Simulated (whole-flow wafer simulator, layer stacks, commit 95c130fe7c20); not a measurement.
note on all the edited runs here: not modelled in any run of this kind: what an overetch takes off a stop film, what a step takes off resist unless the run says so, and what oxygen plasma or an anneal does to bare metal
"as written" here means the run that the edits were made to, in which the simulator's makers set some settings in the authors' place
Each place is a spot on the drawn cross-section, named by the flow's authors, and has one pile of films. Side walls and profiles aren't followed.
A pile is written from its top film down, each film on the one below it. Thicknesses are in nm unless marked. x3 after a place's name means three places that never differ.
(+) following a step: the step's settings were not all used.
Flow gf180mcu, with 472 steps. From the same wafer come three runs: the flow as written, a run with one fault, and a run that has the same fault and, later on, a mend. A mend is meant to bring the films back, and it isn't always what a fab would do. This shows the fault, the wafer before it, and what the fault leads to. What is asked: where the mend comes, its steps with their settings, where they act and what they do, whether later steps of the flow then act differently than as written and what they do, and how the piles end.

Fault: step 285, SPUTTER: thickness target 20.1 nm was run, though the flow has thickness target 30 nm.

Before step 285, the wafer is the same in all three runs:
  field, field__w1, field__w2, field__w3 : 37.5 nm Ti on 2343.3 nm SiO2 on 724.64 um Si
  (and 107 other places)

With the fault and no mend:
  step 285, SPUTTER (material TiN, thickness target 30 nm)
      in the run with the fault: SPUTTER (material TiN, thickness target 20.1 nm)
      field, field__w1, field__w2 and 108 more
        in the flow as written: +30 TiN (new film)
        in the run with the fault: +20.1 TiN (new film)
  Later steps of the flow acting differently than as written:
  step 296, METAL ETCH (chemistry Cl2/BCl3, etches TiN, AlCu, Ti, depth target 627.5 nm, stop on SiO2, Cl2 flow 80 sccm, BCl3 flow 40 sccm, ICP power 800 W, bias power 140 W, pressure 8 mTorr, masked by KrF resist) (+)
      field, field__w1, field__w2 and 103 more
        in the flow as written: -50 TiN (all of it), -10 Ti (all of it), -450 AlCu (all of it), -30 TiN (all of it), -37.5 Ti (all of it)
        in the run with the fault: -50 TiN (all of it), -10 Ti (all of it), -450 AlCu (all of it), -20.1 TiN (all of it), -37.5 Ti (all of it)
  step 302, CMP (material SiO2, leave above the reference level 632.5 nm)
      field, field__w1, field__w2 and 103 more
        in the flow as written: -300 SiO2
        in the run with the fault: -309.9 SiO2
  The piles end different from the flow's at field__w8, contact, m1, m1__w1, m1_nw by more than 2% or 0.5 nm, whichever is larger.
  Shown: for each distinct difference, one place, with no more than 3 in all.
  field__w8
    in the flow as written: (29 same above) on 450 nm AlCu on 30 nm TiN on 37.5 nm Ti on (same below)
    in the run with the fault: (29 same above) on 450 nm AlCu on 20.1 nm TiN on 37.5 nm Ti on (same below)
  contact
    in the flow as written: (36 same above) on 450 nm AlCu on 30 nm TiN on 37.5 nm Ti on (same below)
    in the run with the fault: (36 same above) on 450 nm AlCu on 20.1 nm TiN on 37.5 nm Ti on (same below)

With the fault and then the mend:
  The mend stands after step 285.
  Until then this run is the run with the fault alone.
  step 285a, SPUTTER (material TiN, thickness target 9.9 nm) (the flow's step 285 again, with other settings)
      field, field__w1, field__w2 and 108 more
        +9.9 TiN
  Later steps of the flow that are run all act as written at every place that is followed.
  The piles end the same as the flow's at every place that both follow.
